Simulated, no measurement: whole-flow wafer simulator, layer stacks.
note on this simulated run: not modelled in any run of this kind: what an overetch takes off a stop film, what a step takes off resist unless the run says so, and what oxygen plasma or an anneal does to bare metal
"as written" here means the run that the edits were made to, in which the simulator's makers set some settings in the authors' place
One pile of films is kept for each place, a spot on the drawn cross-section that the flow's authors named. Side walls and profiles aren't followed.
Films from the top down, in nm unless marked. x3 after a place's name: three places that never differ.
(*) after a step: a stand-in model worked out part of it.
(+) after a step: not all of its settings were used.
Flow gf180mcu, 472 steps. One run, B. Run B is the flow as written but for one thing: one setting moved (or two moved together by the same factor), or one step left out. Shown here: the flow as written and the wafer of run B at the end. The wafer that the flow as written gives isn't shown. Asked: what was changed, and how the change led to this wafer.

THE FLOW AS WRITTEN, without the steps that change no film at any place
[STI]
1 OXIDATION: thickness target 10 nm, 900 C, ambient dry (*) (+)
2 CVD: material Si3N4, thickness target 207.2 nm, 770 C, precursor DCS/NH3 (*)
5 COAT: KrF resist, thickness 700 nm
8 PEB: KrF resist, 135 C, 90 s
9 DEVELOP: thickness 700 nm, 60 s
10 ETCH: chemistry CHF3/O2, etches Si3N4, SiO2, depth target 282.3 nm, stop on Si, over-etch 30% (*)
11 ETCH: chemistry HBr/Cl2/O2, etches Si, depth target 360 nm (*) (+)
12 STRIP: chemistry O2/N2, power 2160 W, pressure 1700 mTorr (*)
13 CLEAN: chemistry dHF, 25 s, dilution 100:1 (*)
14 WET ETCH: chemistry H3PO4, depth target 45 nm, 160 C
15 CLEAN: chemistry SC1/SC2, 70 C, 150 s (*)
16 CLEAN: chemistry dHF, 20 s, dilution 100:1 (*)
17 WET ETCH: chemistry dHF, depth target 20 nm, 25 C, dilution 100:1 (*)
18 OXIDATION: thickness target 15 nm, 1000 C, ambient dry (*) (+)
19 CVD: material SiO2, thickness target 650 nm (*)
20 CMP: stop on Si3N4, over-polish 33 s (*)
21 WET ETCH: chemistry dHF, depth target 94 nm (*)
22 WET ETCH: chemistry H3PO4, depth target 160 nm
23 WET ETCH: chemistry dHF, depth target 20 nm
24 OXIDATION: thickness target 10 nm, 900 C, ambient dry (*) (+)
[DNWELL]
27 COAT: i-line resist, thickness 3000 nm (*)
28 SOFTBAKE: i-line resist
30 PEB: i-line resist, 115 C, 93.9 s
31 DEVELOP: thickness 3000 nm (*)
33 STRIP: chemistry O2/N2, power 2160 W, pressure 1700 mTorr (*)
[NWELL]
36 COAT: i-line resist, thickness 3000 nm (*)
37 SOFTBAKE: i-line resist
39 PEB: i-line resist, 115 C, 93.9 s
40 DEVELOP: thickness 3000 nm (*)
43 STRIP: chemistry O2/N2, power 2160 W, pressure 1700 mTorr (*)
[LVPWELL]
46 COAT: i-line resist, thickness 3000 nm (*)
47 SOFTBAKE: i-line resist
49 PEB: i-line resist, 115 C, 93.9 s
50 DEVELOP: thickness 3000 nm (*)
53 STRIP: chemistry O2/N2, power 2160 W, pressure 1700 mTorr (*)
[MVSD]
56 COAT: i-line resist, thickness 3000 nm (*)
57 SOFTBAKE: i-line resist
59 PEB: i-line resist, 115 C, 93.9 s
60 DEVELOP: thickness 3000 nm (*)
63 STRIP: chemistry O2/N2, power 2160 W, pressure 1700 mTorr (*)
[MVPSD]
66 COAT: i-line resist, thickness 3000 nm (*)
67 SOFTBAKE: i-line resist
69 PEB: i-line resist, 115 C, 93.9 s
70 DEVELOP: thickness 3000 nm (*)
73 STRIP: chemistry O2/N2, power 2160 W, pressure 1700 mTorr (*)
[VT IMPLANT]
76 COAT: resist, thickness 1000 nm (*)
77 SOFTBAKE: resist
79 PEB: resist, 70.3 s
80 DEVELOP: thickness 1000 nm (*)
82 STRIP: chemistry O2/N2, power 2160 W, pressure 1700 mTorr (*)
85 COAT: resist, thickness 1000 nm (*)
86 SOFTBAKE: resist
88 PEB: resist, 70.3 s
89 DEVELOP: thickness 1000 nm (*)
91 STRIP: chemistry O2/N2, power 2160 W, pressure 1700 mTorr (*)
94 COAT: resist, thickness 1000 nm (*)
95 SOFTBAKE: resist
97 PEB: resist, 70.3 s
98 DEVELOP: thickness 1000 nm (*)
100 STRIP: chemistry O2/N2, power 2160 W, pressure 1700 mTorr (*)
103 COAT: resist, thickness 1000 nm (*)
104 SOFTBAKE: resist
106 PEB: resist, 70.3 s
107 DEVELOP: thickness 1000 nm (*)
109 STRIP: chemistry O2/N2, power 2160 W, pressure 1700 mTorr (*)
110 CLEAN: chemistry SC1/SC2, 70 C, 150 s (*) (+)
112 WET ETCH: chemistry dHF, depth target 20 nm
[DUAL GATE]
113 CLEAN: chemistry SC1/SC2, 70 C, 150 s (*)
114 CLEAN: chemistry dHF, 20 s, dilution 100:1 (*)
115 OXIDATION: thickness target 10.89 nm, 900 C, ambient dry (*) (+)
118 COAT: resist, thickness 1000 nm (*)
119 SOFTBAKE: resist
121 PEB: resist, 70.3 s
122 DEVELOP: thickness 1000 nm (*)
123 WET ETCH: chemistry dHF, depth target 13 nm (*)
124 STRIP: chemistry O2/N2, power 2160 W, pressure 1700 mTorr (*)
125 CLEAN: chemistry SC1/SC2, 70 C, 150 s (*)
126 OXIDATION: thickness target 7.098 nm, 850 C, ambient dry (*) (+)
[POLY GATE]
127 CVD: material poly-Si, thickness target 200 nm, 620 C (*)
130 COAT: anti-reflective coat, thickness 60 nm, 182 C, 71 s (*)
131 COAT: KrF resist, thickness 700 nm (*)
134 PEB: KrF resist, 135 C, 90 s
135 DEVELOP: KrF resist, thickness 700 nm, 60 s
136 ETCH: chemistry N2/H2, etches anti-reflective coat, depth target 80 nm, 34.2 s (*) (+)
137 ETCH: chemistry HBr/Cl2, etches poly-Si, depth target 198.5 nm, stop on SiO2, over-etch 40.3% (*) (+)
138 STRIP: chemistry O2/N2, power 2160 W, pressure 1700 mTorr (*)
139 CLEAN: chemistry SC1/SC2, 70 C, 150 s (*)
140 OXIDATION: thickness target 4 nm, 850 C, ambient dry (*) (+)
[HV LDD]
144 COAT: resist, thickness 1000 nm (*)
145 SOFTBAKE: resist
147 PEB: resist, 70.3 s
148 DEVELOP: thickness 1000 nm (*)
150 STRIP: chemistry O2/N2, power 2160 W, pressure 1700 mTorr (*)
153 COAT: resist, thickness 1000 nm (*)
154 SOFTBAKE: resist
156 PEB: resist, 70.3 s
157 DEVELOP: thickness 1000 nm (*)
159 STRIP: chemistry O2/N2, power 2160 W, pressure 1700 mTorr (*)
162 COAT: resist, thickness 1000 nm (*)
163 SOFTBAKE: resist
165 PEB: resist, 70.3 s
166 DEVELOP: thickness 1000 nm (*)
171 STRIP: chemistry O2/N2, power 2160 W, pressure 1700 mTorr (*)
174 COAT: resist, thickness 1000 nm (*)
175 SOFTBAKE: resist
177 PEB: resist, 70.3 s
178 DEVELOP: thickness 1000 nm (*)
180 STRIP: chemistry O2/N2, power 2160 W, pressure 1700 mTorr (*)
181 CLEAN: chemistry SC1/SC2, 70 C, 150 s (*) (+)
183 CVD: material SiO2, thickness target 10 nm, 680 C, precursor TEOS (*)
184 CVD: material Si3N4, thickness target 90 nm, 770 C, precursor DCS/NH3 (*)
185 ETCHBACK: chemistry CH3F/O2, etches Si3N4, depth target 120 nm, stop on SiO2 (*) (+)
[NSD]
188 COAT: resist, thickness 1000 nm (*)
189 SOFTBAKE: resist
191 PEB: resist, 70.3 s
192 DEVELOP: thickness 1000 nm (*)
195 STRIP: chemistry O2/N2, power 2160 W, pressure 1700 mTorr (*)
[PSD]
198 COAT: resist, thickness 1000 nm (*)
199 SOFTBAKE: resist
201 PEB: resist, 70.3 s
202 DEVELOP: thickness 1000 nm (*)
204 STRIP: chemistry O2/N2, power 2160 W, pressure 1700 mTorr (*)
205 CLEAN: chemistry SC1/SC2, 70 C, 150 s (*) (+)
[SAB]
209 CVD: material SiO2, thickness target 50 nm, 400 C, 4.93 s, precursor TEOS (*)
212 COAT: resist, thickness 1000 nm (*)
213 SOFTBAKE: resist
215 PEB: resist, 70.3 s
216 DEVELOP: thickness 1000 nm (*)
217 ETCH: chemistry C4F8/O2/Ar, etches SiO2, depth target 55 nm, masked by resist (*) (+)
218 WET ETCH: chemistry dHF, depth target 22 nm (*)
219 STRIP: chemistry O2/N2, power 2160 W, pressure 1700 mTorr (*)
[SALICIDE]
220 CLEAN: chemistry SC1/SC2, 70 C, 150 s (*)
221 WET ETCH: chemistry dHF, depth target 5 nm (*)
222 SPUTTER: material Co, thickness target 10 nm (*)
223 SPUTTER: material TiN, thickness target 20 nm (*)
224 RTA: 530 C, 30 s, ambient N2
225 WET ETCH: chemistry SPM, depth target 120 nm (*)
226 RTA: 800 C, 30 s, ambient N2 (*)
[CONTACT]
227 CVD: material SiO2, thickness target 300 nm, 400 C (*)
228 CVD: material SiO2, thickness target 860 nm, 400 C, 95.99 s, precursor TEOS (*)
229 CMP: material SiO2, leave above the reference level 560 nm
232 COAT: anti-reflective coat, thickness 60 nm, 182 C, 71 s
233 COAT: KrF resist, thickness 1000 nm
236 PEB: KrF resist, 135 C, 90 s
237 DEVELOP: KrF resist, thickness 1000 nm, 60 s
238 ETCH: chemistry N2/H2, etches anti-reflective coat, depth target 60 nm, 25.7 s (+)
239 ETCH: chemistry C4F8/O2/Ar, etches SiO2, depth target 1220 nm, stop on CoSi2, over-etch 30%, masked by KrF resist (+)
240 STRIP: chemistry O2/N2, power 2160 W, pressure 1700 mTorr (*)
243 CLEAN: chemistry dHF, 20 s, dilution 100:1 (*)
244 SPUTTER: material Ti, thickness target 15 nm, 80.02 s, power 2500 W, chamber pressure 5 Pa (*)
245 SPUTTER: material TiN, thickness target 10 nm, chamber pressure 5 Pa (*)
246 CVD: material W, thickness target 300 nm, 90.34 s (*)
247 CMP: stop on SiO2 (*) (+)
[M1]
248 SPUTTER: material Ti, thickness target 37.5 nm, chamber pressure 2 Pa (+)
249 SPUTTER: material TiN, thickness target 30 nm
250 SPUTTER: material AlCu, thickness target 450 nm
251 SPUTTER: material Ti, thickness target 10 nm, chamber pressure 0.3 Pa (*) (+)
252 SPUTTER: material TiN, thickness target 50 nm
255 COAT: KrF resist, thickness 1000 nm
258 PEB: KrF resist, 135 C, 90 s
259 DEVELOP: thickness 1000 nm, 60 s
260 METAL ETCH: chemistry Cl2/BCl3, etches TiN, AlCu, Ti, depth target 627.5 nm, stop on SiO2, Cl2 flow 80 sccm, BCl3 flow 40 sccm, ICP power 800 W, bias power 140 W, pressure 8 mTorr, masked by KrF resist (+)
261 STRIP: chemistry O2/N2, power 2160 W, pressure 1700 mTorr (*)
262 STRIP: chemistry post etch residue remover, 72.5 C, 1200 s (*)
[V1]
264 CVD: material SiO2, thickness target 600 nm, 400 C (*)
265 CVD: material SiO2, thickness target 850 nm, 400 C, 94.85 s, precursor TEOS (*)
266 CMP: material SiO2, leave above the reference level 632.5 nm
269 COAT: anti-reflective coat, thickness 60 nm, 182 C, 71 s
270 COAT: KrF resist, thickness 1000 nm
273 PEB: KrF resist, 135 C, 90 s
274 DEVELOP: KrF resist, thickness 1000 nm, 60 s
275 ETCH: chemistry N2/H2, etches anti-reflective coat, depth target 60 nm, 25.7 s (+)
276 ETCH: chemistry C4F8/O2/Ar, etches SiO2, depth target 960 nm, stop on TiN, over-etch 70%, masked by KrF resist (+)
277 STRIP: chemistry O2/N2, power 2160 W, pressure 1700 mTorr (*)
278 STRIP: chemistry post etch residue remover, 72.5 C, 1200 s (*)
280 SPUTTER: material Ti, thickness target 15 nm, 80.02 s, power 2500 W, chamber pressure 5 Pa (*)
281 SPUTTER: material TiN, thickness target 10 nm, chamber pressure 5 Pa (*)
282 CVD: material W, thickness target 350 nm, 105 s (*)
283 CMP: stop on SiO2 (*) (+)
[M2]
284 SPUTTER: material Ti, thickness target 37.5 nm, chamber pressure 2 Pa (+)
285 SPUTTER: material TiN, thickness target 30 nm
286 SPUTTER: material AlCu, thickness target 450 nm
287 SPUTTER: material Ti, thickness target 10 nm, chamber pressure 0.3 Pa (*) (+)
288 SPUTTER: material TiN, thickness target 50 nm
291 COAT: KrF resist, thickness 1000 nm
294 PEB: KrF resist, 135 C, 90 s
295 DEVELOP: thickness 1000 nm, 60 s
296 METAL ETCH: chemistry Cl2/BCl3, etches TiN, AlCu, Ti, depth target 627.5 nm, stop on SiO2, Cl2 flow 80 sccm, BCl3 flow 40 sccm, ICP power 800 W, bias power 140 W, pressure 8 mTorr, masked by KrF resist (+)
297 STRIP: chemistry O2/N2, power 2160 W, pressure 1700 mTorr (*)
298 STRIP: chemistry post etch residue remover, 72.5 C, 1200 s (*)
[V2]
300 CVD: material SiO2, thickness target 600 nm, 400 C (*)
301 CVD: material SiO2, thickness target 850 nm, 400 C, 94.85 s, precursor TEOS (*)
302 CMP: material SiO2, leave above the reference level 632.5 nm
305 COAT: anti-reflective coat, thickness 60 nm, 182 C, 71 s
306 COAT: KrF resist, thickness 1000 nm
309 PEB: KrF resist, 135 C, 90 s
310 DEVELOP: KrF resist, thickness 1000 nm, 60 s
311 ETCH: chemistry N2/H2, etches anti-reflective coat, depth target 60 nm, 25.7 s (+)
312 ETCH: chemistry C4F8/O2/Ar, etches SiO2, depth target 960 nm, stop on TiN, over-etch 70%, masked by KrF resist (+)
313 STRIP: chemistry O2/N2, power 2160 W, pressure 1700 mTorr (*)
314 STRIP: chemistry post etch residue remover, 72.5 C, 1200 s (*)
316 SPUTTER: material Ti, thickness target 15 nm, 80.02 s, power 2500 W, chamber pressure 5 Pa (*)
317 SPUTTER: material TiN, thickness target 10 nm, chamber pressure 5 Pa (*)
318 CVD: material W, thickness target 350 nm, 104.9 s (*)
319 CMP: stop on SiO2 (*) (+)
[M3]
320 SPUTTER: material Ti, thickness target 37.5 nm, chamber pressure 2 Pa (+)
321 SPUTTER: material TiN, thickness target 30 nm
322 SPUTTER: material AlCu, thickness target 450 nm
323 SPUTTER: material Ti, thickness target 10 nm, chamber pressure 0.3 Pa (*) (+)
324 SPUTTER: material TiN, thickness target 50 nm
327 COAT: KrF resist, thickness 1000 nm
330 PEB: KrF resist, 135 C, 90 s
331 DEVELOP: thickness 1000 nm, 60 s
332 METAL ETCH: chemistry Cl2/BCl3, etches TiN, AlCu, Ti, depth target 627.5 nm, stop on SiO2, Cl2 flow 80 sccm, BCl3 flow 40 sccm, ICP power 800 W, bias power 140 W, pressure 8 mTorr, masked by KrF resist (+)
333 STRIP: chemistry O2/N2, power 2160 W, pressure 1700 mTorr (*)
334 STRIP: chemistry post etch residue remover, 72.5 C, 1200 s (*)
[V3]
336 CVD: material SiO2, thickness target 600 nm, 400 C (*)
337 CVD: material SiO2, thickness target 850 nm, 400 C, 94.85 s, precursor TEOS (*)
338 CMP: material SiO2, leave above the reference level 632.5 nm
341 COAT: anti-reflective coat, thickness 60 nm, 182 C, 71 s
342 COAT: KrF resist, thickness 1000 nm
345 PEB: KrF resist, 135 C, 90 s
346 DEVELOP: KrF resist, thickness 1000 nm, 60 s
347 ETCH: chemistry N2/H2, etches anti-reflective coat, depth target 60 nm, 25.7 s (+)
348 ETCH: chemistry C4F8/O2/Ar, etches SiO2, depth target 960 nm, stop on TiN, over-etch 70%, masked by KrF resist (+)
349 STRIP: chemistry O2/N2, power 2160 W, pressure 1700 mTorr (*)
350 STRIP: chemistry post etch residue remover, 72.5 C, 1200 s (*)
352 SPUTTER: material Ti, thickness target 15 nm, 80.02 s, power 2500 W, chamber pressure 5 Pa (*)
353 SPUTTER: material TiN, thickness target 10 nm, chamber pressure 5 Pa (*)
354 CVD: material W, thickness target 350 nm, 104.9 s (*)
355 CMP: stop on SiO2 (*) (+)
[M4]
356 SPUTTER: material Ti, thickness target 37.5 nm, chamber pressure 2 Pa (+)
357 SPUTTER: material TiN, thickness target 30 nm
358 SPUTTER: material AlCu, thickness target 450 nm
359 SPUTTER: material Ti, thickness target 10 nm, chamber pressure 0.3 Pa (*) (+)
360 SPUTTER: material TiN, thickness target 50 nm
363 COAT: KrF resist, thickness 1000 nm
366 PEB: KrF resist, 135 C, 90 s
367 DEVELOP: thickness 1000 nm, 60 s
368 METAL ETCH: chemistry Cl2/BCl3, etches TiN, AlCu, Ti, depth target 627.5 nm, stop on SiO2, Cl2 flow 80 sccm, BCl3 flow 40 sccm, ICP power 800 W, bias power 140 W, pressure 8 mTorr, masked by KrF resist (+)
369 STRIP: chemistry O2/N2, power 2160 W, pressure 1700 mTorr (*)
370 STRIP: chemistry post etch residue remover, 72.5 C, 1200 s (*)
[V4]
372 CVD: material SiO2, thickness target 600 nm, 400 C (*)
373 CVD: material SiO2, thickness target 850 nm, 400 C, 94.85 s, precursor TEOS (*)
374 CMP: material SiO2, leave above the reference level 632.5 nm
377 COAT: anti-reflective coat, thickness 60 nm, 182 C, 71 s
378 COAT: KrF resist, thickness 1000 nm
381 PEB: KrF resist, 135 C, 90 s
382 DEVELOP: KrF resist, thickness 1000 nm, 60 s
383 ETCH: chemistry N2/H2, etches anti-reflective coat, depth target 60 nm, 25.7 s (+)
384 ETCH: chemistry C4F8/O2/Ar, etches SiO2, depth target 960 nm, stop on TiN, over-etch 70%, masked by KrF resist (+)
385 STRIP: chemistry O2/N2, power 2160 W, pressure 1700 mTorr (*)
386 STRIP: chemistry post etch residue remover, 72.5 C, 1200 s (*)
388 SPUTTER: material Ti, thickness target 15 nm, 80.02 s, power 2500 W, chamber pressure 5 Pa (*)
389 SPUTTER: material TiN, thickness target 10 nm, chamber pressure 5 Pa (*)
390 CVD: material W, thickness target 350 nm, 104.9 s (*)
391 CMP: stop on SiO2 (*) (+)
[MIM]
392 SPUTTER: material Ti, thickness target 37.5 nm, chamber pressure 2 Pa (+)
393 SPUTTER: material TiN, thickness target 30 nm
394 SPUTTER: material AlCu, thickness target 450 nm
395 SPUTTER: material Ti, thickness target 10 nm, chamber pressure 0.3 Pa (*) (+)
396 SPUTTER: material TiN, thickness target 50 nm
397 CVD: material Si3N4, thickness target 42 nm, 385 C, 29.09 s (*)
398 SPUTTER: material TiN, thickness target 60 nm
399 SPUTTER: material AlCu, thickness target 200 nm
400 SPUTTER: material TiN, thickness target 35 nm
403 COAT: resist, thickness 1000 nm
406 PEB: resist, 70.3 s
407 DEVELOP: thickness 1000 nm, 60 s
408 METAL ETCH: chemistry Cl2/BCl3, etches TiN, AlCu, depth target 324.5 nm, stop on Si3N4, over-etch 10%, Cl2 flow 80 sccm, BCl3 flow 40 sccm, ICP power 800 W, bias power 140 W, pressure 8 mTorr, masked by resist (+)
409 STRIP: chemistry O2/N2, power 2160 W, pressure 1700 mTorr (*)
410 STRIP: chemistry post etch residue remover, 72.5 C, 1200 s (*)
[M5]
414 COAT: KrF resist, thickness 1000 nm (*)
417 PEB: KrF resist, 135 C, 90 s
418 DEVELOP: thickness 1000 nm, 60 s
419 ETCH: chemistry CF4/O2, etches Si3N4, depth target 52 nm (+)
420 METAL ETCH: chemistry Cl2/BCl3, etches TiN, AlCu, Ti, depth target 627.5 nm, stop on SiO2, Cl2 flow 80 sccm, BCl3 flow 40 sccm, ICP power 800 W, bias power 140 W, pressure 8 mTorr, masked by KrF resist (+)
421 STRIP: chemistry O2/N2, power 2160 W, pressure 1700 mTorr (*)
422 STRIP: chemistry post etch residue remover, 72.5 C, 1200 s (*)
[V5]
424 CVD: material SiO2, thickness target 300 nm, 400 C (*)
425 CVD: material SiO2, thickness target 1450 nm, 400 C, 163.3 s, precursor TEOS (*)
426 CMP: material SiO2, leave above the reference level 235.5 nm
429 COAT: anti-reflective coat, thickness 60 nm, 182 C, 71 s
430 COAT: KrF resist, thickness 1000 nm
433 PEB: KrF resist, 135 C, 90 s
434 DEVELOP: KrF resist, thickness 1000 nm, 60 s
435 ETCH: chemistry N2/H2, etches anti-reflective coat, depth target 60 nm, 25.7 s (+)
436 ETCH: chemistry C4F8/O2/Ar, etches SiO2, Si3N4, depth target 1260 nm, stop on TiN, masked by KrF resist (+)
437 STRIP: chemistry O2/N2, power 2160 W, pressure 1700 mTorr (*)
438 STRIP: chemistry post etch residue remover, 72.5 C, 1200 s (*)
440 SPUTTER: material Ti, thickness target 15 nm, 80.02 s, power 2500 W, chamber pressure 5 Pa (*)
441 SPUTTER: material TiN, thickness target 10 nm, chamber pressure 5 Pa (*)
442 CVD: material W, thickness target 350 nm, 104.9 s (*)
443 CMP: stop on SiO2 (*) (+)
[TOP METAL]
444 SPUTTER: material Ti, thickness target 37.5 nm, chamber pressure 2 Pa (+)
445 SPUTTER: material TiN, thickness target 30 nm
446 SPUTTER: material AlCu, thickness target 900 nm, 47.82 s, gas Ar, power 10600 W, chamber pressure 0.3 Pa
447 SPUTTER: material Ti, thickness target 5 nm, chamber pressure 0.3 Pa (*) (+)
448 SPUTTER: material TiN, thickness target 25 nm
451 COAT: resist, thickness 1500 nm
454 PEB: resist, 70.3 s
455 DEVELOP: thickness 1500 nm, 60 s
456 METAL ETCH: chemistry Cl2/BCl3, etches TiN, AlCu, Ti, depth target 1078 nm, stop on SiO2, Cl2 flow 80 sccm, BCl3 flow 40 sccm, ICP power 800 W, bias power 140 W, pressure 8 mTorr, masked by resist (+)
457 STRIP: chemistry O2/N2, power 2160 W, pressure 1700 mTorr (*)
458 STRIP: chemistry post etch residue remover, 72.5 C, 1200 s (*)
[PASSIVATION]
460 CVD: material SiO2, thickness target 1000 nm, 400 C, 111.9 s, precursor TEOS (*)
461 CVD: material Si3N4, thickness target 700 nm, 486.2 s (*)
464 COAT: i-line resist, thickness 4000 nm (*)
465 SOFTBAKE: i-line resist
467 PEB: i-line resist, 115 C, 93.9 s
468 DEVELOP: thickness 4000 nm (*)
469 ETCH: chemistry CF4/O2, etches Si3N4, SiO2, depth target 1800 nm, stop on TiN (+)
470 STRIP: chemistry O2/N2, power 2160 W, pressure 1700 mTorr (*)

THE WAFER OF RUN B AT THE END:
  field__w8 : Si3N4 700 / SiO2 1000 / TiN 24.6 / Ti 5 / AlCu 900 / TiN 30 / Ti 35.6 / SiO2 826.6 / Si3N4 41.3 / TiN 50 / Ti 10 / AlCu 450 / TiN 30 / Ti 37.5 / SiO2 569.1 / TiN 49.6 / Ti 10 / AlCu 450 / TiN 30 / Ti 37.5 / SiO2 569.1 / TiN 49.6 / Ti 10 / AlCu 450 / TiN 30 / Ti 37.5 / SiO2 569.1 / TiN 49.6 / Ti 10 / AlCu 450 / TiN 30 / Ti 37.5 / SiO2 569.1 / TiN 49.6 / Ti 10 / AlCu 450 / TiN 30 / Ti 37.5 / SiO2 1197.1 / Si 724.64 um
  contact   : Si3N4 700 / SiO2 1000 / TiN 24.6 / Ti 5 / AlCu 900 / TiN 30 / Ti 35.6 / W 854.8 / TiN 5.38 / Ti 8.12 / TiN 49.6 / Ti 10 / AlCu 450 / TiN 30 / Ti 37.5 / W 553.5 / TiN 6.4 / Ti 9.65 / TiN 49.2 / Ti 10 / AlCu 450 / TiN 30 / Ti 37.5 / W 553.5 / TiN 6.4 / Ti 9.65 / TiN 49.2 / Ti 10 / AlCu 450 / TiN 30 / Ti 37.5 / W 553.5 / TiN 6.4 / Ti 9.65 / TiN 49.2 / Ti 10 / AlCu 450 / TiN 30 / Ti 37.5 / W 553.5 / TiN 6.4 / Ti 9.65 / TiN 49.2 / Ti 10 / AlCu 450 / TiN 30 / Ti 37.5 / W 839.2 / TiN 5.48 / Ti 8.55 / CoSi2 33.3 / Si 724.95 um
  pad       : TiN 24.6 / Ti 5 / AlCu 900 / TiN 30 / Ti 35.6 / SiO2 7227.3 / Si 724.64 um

The cause: step 444, SPUTTER: thickness target 35.6 nm was run, where the flow has thickness target 37.5 nm.
It can be read off the wafer: field__w8 has Ti 35.6, and step 444 as written asks for 37.5 nm.

How the change led to this, step by step:
  444 SPUTTER: material Ti, thickness target 37.5 nm, chamber pressure 2 Pa (+)
      field, field__w1, field__w2 and 109 more: Ti +35.6 (new film) (as written it would be: Ti +37.5 (new film))
  456 METAL ETCH: chemistry Cl2/BCl3, etches TiN, AlCu, Ti, depth target 1078 nm, stop on SiO2, Cl2 flow 80 sccm, BCl3 flow 40 sccm, ICP power 800 W, bias power 140 W, pressure 8 mTorr, masked by resist (+)
      field, field__w1, field__w2 and 103 more: TiN -25 (all of it), Ti -5 (all of it), AlCu -900 (all of it), TiN -30 (all of it), Ti -35.6 (all of it) (as written it would be: TiN -25 (all of it), Ti -5 (all of it), AlCu -900 (all of it), TiN -30 (all of it), Ti -37.5 (all of it))
